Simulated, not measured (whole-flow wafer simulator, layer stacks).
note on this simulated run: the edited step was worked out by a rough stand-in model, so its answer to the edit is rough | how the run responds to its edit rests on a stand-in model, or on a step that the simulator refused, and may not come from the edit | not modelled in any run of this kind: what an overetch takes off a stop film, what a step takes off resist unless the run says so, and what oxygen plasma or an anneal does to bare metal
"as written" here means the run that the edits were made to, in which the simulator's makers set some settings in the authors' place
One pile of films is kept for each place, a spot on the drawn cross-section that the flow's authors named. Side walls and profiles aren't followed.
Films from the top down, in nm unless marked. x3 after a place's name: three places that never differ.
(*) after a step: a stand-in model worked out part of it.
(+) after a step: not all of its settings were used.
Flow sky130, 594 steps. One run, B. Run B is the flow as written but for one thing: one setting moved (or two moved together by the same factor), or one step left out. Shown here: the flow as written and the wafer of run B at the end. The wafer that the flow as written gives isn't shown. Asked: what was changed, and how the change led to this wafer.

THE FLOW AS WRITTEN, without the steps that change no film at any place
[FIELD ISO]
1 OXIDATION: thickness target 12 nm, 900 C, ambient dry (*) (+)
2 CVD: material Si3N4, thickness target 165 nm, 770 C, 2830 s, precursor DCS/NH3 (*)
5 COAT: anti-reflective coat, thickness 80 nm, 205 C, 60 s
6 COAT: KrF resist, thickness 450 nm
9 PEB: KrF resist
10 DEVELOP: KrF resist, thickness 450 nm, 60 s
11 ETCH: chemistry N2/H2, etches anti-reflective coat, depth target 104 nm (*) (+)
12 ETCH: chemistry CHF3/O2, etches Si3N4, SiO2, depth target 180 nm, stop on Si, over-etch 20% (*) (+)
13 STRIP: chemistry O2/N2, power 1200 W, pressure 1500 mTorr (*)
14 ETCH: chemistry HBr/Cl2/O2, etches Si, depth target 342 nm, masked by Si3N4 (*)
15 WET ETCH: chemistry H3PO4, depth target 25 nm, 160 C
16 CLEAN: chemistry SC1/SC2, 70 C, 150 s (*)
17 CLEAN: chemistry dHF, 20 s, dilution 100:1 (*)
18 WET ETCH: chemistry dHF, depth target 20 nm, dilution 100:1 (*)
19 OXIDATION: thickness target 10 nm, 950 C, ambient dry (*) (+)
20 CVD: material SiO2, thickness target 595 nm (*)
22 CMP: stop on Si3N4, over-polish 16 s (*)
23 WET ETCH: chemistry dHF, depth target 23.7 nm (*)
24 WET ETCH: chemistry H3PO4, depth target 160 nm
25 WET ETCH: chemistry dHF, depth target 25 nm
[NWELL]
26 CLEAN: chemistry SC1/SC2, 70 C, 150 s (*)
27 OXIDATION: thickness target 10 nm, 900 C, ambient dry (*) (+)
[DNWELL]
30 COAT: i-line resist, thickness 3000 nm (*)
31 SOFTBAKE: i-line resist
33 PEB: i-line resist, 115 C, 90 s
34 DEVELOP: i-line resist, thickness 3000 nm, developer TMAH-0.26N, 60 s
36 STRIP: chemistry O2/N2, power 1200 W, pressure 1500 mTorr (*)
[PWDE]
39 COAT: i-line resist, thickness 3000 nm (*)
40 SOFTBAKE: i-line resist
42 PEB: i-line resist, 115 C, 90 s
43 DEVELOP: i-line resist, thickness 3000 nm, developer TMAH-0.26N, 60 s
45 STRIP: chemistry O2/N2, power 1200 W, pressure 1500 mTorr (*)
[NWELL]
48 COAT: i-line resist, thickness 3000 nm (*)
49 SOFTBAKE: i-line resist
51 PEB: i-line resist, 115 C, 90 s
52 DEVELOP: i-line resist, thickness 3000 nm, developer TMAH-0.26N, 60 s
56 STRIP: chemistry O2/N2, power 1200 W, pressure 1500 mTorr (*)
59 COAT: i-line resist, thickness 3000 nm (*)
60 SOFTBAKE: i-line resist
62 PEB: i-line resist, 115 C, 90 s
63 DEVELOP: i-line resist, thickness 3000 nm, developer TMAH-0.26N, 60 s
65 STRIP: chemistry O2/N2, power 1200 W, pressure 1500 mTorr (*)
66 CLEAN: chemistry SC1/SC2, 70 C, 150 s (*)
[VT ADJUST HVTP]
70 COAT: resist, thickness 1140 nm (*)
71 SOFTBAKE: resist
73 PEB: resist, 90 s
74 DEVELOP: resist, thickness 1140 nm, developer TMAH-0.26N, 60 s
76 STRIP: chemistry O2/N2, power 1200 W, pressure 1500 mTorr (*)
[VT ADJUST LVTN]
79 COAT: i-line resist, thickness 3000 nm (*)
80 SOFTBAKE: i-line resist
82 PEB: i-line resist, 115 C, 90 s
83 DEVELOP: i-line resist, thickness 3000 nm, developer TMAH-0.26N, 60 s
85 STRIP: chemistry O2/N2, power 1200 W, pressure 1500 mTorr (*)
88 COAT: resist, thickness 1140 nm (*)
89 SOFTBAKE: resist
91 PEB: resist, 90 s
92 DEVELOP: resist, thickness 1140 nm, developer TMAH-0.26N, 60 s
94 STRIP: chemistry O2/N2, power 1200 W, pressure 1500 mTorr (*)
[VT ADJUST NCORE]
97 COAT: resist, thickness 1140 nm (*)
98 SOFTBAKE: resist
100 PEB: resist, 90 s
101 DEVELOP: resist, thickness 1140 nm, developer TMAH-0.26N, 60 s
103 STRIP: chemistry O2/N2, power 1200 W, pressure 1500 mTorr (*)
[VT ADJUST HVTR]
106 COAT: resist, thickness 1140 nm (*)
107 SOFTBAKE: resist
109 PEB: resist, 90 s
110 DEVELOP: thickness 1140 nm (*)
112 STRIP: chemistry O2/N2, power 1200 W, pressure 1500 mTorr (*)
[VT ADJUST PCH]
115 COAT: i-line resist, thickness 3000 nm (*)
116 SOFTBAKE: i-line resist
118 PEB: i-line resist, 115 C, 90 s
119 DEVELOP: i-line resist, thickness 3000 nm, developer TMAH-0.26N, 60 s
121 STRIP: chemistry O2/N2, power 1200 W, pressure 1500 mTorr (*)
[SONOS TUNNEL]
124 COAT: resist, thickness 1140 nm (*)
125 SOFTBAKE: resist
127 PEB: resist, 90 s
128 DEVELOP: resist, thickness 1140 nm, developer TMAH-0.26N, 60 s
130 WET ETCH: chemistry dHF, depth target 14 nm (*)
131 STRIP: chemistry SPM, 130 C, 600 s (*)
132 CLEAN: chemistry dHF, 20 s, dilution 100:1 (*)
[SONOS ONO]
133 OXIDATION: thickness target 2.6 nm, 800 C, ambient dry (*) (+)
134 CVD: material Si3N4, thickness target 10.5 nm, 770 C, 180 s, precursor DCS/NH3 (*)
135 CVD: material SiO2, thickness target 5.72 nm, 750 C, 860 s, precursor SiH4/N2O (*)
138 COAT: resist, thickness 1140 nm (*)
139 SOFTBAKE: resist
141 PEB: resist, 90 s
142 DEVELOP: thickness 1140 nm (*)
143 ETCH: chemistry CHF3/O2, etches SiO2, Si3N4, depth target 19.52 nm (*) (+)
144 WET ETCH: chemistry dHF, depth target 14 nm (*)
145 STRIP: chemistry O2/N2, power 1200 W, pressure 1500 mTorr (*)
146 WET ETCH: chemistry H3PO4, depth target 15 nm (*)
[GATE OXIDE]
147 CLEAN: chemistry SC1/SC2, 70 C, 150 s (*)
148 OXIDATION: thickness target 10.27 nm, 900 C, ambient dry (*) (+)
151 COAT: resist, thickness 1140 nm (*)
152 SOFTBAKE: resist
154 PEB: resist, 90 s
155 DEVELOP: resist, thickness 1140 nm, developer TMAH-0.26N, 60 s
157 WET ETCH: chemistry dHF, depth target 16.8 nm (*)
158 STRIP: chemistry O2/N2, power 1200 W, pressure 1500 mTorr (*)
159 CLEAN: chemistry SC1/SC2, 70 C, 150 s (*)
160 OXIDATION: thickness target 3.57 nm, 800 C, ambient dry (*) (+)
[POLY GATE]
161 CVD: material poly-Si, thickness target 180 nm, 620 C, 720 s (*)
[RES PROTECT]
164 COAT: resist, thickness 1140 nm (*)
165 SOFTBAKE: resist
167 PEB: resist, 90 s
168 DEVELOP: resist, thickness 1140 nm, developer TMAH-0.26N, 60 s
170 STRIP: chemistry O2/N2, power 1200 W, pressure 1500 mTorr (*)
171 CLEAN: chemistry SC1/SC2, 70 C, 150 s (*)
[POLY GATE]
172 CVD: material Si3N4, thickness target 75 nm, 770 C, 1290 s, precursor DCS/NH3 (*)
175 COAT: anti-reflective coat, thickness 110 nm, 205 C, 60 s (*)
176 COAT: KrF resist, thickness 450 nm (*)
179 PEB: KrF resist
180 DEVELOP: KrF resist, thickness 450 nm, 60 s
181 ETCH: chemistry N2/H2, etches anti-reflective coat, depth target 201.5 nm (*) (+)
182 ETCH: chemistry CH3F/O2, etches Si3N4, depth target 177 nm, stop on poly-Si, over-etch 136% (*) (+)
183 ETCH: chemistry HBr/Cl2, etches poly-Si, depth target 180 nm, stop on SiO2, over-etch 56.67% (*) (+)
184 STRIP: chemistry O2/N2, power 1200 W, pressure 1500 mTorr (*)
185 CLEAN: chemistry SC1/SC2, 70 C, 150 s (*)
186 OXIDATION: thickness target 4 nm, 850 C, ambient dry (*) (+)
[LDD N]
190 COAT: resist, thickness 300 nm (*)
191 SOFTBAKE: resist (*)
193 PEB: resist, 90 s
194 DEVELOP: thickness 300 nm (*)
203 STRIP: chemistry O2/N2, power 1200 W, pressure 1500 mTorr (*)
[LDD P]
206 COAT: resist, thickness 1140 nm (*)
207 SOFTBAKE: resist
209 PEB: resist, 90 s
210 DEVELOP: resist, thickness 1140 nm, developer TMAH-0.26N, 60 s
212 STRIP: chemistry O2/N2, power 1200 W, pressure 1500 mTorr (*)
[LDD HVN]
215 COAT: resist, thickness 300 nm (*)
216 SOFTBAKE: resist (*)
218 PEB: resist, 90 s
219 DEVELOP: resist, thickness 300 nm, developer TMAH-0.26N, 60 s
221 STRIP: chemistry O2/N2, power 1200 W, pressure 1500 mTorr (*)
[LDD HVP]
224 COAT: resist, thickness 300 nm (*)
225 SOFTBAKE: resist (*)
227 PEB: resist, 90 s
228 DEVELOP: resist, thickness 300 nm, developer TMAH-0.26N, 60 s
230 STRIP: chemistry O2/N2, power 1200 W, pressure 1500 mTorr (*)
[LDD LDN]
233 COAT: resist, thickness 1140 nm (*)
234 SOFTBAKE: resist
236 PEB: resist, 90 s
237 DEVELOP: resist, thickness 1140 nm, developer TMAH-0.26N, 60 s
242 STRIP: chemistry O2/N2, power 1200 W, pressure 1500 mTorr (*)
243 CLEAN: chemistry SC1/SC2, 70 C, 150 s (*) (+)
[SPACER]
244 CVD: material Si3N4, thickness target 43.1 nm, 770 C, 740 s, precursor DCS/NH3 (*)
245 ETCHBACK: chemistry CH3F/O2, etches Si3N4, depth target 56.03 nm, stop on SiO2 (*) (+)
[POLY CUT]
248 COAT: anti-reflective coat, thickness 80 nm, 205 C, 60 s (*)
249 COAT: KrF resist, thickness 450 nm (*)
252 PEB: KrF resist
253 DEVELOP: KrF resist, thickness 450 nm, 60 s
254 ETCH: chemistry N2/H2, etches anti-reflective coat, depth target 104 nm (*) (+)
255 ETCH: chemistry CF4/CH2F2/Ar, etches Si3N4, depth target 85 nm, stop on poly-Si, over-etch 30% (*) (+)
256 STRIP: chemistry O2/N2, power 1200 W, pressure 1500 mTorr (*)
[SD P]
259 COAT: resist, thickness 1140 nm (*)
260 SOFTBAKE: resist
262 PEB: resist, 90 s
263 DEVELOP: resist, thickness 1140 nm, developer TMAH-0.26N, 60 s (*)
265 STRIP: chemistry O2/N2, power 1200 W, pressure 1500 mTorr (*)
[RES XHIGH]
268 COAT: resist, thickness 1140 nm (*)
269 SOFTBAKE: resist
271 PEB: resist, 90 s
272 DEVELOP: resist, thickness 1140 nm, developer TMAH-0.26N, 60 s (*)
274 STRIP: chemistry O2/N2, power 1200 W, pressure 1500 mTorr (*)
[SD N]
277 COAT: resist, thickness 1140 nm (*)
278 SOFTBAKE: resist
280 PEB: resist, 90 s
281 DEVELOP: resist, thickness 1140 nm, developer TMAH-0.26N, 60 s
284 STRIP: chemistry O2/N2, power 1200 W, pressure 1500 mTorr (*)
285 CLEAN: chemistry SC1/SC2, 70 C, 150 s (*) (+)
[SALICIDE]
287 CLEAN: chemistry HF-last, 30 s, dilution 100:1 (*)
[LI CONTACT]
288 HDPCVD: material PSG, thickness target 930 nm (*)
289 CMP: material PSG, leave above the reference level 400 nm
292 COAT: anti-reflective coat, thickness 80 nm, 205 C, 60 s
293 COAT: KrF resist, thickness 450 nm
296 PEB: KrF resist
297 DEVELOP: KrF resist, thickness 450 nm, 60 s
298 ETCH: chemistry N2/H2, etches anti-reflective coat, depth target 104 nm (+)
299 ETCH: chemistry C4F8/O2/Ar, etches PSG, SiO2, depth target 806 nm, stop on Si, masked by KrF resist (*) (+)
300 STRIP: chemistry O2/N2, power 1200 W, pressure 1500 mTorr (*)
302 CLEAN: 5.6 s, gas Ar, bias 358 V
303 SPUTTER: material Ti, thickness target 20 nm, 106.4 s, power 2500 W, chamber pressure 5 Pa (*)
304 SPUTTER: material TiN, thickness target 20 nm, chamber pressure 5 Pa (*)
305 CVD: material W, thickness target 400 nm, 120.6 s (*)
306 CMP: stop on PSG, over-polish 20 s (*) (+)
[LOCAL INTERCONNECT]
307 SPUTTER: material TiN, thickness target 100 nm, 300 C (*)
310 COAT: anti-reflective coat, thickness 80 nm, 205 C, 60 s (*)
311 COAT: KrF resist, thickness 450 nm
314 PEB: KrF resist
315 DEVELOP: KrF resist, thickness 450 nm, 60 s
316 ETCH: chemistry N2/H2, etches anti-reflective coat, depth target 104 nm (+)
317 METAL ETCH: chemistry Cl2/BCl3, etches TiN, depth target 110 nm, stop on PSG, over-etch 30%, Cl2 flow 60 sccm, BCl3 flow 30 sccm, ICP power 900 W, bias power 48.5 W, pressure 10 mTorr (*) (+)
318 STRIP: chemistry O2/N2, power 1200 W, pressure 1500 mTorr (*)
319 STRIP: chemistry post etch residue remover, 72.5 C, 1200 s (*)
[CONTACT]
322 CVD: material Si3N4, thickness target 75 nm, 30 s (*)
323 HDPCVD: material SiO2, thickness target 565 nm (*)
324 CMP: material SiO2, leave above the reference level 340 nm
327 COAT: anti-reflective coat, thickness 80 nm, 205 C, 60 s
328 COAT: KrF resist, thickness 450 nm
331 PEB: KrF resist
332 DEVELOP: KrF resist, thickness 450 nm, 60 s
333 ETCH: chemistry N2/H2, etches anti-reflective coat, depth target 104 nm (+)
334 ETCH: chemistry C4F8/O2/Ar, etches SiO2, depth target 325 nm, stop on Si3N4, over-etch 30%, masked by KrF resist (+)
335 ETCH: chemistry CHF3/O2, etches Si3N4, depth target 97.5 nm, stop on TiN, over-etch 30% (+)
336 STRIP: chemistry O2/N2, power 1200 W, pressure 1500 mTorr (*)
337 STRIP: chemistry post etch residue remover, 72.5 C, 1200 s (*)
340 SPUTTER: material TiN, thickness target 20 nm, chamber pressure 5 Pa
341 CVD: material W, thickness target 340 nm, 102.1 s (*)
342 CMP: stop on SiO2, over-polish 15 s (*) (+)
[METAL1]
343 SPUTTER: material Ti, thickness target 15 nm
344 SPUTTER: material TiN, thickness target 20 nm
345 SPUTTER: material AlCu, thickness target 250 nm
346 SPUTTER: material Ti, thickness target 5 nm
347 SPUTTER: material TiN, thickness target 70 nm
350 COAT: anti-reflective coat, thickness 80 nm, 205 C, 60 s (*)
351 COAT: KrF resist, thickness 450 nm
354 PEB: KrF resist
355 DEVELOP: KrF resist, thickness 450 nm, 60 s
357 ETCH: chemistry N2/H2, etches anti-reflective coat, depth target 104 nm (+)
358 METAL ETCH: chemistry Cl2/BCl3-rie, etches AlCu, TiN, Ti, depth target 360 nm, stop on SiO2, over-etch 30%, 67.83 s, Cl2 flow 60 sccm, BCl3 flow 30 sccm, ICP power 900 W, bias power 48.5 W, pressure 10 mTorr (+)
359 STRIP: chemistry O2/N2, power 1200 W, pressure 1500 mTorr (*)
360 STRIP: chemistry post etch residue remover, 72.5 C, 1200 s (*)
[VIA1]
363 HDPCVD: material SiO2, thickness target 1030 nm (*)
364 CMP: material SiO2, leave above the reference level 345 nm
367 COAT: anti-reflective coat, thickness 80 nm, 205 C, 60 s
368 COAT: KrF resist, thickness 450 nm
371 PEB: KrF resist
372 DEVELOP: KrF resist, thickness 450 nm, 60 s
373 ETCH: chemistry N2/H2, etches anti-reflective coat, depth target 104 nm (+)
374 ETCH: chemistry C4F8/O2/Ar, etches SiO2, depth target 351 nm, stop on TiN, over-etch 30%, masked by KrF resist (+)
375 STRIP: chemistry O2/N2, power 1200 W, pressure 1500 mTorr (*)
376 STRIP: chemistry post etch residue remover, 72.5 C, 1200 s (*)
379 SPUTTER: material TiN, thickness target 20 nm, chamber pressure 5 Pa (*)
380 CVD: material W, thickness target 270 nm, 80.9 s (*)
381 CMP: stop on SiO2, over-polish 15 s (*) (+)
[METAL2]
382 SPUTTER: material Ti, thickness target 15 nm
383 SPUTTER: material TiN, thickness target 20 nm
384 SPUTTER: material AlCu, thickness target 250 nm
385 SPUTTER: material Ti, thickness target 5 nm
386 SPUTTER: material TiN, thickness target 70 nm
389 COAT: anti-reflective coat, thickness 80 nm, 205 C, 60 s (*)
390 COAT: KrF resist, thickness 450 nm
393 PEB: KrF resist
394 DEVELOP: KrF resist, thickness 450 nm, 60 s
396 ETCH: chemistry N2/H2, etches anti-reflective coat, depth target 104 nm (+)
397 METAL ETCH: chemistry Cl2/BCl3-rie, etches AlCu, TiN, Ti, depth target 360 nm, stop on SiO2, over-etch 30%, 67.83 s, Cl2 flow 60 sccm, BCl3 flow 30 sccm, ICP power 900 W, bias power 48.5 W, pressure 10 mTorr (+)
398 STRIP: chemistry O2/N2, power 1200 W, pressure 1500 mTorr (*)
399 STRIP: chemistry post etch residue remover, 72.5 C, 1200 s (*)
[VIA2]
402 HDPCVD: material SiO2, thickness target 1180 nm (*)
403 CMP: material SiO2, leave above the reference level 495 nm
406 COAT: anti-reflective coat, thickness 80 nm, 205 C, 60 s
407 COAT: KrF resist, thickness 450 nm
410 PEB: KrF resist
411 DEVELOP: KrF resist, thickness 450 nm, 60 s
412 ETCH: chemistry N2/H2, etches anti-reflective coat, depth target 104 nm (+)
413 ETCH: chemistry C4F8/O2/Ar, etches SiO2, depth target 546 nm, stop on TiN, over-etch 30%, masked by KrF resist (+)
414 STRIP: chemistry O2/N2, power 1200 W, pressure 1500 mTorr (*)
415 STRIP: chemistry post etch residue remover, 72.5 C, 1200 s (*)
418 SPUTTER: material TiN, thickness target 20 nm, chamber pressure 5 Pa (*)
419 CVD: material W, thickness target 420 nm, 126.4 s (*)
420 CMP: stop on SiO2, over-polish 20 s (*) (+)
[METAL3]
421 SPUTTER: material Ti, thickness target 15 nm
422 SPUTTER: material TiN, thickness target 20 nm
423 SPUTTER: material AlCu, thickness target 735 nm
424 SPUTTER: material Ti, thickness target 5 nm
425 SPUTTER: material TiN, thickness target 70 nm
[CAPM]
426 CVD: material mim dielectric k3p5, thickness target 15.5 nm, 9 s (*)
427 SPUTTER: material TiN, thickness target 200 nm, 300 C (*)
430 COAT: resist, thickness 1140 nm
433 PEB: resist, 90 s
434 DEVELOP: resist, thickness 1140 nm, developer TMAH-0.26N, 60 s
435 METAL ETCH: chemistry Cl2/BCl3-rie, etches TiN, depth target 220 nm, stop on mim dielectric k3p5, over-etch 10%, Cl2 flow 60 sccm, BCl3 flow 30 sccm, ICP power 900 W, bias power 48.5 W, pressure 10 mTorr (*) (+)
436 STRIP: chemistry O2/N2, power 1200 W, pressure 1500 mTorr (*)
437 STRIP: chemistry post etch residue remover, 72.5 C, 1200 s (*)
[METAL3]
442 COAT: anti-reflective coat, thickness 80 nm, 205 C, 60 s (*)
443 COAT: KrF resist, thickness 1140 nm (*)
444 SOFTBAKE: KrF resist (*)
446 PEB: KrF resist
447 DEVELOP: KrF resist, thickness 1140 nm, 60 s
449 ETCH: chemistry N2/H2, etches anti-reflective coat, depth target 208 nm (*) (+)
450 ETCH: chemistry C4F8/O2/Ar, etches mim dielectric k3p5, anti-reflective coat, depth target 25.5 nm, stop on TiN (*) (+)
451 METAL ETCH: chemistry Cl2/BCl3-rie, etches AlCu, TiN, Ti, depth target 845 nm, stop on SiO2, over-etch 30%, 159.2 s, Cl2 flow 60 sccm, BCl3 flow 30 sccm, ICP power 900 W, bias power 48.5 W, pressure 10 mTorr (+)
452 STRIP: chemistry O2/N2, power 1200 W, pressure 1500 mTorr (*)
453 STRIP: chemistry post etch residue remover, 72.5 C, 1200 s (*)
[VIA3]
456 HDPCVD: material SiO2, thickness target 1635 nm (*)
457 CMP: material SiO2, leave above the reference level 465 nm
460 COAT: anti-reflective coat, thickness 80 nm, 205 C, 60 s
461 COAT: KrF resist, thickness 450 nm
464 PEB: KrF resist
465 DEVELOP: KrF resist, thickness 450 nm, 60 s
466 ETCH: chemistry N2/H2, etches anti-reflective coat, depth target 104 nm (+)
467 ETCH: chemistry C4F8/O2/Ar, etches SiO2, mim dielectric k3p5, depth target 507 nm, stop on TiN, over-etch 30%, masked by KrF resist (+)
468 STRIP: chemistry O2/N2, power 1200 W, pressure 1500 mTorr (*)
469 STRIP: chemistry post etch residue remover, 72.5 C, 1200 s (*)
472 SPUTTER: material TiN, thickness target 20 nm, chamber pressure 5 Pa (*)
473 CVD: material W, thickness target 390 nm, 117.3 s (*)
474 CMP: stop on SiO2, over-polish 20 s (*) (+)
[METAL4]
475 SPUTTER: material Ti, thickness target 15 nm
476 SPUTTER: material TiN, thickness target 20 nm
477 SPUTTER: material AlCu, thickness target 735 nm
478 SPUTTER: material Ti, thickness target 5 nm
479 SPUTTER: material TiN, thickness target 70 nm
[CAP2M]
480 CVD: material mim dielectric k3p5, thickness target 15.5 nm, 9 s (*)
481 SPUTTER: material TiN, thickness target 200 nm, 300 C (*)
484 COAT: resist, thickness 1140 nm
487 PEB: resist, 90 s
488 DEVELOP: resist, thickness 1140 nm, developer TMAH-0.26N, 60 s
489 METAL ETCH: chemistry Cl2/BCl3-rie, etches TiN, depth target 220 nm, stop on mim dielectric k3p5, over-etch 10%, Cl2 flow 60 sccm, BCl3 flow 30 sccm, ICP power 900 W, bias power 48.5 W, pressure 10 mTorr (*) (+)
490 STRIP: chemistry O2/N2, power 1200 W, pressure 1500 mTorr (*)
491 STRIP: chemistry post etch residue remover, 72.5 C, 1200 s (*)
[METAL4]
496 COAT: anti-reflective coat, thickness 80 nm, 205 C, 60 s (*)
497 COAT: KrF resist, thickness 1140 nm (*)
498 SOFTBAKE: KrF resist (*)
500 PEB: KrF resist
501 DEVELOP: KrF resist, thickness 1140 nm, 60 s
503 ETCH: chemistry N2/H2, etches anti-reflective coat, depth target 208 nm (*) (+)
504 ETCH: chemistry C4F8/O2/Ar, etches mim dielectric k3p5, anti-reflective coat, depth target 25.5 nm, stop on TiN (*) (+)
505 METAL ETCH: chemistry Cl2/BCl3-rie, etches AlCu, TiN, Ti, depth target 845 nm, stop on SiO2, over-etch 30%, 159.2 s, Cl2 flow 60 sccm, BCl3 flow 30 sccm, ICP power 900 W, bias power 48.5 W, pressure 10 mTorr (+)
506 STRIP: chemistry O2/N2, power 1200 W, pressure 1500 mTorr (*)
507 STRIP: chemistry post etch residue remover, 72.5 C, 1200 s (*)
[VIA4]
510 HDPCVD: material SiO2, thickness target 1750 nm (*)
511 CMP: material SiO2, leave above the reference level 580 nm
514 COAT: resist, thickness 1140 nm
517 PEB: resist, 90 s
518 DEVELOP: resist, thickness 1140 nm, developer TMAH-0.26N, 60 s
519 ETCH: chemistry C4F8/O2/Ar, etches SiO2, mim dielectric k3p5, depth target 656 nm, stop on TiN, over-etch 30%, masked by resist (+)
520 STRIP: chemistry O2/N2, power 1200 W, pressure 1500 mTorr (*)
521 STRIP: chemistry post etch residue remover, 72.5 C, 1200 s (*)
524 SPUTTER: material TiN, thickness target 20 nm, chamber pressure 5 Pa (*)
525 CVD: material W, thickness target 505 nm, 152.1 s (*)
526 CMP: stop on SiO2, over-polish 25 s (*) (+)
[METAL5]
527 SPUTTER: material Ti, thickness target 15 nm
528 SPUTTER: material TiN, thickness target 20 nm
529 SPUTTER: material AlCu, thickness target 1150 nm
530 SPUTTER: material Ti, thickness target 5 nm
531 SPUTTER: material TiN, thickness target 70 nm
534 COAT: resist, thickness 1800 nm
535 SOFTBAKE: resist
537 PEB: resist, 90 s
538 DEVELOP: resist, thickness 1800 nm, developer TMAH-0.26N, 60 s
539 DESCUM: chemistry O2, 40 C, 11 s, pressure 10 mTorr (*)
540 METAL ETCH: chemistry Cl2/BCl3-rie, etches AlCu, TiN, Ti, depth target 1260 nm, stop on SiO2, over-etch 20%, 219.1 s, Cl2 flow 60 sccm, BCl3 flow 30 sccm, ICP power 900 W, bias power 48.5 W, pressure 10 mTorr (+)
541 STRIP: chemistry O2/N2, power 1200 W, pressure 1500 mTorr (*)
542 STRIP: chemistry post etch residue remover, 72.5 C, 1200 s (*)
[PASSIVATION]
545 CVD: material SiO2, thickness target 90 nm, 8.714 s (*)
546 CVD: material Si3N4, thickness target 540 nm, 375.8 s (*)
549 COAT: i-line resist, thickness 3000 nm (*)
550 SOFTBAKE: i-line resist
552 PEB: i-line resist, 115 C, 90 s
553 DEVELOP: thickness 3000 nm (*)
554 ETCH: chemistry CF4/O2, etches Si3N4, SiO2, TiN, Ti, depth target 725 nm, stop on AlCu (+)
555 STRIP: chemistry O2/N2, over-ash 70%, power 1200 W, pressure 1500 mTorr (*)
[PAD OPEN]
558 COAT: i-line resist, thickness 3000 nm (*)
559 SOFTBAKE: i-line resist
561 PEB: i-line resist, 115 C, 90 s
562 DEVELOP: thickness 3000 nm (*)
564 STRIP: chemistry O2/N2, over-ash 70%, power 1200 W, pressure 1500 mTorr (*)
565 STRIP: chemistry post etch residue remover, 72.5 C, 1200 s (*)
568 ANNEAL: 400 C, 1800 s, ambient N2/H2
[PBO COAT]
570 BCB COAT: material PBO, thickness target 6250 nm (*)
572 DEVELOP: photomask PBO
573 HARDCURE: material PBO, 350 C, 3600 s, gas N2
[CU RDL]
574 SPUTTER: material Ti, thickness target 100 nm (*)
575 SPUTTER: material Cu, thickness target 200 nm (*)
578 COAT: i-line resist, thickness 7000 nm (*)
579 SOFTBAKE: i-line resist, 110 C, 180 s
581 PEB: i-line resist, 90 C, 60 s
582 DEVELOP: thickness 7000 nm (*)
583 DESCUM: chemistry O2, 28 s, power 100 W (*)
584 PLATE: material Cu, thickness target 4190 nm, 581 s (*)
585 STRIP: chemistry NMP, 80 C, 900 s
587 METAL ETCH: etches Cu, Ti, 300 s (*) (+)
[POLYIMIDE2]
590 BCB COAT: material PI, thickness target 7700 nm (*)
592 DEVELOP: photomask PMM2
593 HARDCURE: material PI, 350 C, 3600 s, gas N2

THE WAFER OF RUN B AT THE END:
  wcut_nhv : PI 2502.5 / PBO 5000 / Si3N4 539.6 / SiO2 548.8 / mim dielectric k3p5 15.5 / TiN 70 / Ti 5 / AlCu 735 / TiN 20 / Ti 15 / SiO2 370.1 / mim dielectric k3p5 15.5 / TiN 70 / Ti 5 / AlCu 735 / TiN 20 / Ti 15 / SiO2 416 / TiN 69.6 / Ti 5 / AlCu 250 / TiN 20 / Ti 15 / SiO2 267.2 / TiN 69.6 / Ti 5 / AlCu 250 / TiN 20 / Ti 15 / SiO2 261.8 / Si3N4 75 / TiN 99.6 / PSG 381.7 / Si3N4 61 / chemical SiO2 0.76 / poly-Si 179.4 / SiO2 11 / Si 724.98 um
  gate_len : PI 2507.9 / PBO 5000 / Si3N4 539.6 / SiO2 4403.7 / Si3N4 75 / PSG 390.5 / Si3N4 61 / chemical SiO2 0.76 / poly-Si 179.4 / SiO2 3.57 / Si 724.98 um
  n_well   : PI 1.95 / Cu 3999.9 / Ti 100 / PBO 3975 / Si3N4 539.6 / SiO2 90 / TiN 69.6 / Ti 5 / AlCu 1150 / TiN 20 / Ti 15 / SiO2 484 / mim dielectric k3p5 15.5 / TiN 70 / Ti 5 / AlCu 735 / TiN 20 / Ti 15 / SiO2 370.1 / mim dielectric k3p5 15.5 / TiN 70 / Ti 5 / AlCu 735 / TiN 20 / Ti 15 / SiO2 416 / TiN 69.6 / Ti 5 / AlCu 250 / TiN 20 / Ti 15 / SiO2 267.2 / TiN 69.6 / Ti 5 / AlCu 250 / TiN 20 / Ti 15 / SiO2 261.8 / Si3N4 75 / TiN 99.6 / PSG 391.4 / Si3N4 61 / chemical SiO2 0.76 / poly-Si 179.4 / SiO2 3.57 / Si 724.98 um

The cause: step 590, BCB COAT: thickness target 3850 nm was run, where the flow has thickness target 7700 nm.

How the change led to this, step by step:
  590 BCB COAT: material PI, thickness target 7700 nm (*)
      de16_gate_nw: PI +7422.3 (new film) (as written it would be: PI +11.5 um (new film))
      dice_street, wcut_nhv, wcut_phv and 14 more: PI +3850 (new film) (as written it would be: PI +7700 (new film))
      (and at 175 more places)
  592 DEVELOP: photomask PMM2
      pad: PI -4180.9 (all of it) (as written it would be: PI -8030.8 (all of it))
  593 HARDCURE: material PI, 350 C, 3600 s, gas N2
      dice_street, wcut_nhv, wcut_phv and 16 more: PI -1347.5 (as written it would be: PI -2695)
      gate_p_lg05, gate_len, gate_lvt_sd_len, gate_p_sd_len, gate_p_hvt_sd_len, gate_p_lvt_sd_len, gate_len_250: PI -1347.5 (as written it would be: PI -2695.1)
      (and at 166 more places)
